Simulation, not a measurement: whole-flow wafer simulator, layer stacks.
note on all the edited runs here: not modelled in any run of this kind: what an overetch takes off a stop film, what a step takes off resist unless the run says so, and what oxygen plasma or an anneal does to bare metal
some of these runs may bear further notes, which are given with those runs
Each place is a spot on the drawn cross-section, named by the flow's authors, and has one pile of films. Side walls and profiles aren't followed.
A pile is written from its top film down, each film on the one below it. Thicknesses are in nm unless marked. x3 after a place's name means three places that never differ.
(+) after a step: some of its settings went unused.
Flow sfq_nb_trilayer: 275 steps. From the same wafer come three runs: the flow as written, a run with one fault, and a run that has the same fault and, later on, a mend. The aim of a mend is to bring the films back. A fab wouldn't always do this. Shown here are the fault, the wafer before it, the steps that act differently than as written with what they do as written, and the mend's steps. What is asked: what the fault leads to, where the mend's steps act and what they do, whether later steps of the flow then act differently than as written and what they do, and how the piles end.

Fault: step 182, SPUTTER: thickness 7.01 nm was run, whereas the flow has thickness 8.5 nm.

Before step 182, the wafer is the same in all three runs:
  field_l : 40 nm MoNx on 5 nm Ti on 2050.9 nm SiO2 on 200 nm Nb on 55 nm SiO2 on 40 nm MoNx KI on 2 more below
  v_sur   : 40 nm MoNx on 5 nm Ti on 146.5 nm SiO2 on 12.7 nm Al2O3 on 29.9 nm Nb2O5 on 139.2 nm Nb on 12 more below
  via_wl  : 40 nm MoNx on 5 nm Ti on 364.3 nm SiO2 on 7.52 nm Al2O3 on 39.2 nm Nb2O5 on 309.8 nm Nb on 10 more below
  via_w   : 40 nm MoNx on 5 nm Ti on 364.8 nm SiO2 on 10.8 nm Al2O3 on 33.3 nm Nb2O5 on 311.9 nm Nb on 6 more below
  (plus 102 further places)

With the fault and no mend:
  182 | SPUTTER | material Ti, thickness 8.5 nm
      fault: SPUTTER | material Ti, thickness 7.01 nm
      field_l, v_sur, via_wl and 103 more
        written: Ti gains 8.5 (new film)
        fault: Ti gains 7.01 (new film)
  Later steps of the flow acting differently than as written (19 more steps, not shown, differ only slightly: by at most 2% or 0.5 nm, whichever is larger):
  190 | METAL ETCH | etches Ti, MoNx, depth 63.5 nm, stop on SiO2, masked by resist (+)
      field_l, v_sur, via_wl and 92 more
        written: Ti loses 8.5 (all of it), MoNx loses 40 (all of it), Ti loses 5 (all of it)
        fault: Ti loses 7.01 (all of it), MoNx loses 40 (all of it), Ti loses 5 (all of it)
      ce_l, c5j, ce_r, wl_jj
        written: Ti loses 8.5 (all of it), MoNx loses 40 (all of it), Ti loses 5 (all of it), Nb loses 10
        fault: Ti loses 7.01 (all of it), MoNx loses 40 (all of it), Ti loses 5 (all of it), Nb loses 11.5
  By the end, the piles at be_r, r_sur, res, r_end, r5r_line_l, r5r_line_c, r5r_line_r depart from the flow's by more than 2% or 0.5 nm, whichever is larger.
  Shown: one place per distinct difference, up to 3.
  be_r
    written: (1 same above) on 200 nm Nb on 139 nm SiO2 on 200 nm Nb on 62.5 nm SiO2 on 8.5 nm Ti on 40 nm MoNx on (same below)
    fault: (1 same above) on 200 nm Nb on 140.5 nm SiO2 on 200 nm Nb on 62.5 nm SiO2 on 7.01 nm Ti on 40 nm MoNx on (same below)
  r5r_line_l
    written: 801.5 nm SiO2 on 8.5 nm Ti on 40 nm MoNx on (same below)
    fault: 803 nm SiO2 on 7.01 nm Ti on 40 nm MoNx on (same below)
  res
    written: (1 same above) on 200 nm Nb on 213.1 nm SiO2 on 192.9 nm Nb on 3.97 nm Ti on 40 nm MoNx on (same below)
    fault: (1 same above) on 200 nm Nb on 214.6 nm SiO2 on 192.9 nm Nb on 2.48 nm Ti on 40 nm MoNx on (same below)

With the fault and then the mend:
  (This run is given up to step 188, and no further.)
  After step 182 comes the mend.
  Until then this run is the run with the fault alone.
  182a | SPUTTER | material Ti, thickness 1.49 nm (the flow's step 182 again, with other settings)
      field_l, v_sur, via_wl and 103 more
        Ti gains 1.49
  Every later step of the flow up to step 188 that is run acts as written at every place that is followed.
  At every place that both follow, the piles after step 188 match the flow's.
